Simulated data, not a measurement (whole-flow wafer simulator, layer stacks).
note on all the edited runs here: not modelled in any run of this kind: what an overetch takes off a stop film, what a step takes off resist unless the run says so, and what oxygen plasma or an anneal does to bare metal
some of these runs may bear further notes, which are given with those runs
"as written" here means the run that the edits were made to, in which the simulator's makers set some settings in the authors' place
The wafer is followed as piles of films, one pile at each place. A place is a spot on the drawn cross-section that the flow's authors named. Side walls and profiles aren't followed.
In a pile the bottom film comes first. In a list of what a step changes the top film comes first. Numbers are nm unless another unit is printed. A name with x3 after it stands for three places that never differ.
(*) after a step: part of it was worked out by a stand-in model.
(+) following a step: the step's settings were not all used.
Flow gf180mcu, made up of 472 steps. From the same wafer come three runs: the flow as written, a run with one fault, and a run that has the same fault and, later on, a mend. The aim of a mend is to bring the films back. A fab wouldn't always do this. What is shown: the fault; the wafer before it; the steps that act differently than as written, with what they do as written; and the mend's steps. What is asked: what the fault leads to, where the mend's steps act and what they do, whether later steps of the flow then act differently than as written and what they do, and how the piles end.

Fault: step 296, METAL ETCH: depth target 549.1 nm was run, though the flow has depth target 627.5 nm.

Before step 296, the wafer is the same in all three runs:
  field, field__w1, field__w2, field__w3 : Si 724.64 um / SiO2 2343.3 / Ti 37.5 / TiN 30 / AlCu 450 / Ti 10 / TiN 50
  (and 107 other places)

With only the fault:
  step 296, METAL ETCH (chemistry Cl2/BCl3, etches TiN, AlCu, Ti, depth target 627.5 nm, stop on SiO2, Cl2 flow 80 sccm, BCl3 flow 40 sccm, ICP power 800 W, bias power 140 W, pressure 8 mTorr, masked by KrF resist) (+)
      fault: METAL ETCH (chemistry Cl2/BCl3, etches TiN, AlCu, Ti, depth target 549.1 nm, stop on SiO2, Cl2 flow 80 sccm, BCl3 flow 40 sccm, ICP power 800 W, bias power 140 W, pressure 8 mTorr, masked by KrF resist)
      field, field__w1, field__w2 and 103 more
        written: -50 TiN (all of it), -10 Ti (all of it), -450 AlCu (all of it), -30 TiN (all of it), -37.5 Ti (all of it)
        fault: -50 TiN (all of it), -10 Ti (all of it), -450 AlCu (all of it), -30 TiN (all of it), -9.1 Ti
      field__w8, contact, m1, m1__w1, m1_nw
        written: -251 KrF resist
        fault: -219.6 KrF resist
  Later steps of the flow acting differently than as written:
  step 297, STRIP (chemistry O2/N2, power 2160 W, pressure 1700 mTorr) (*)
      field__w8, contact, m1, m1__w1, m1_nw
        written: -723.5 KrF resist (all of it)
        fault: -754.9 KrF resist (all of it)
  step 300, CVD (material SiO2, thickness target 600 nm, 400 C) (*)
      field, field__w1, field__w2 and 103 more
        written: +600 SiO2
        fault: +600 SiO2 (new film)
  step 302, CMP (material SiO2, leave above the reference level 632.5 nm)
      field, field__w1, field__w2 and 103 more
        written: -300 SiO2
        fault: -328.4 SiO2
  At field, field__w1, field__w2 and 104 more, the piles at the end differ from the flow's by more than 2% or 0.5 nm, whichever is larger.
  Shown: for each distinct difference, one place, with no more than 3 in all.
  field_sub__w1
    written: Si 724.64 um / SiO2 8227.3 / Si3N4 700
    fault: Si 724.64 um / SiO2 2343.2 / Ti 28.4 / SiO2 5855.6 / Si3N4 700
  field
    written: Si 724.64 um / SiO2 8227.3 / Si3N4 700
    fault: Si 724.64 um / SiO2 2343.3 / Ti 28.4 / SiO2 5855.6 / Si3N4 700
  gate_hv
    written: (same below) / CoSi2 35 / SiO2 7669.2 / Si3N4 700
    fault: (same below) / CoSi2 35 / SiO2 1785.1 / Ti 28.4 / SiO2 5855.6 / Si3N4 700

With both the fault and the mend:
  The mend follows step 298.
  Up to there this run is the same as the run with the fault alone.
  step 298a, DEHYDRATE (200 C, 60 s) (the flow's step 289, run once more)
      leaves every film unchanged at each place that is followed
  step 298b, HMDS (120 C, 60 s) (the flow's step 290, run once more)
      leaves every film unchanged at each place that is followed
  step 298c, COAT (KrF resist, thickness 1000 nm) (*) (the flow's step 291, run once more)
      iso_ptap_pw, iso_ntap_nw, iso_nw_fld and 33 more
        +1000 KrF resist (new film)
      field__w11, field__w13, p_well and 9 more
        +1003.5 KrF resist (new film)
      field_sub__w3, field_sub__w4, ld_sd_p and 6 more
        +1003.1 KrF resist (new film)
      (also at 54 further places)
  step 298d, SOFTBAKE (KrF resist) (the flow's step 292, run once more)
      leaves every film unchanged at each place that is followed
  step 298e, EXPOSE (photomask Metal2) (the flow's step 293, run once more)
      leaves every film unchanged at each place that is followed
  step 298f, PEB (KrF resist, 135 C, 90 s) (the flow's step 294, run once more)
      field__w1, field__w2, field__w3 and 55 more
        -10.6 KrF resist
      iso_ptap_pw, iso_ntap_nw, iso_nw_fld and 33 more
        -10.5 KrF resist
      gate_hv, sd_p, nw_enc_fld_lv__w3, polyc_n, polyc_n_rim
        -10.7 KrF resist
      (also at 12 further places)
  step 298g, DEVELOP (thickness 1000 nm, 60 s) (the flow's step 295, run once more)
      iso_ptap_pw, iso_ntap_nw, iso_nw_fld and 33 more
        -989.5 KrF resist (all of it)
      field__w2, field__w3, field__w7 and 13 more
        -993 KrF resist (all of it)
      field_sub, field_sub__w2, field_sub__w3, field_sub__w4, ld_sd_p, ld_gate_p, ld_acc_p, ld_fp_p
        -992.5 KrF resist (all of it)
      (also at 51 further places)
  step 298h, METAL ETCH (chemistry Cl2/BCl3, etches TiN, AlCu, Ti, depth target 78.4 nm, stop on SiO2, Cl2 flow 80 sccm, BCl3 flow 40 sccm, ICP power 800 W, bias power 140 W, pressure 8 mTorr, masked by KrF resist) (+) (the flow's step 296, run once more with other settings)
      field, field__w1, field__w2 and 103 more
        -28.4 Ti (all of it)
      field__w8, contact, m1, m1__w1, m1_nw
        -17 KrF resist
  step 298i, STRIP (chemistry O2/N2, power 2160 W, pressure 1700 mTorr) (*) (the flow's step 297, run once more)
      field__w8
        -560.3 KrF resist (all of it)
      contact
        -558.2 KrF resist (all of it)
      m1
        -561.7 KrF resist (all of it)
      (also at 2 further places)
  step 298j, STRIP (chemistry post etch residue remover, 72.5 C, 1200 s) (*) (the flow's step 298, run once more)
      field__w8, contact, m1, m1__w1, m1_nw
        -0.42 TiN
  Later steps of the flow that are run all act as written at every place that is followed, up to a difference of at most 2% or 0.5 nm, whichever is larger.
  When the end is reached, the piles differ only a little from the flow's at the places that both follow, at most by 2% or 0.5 nm, whichever is larger.
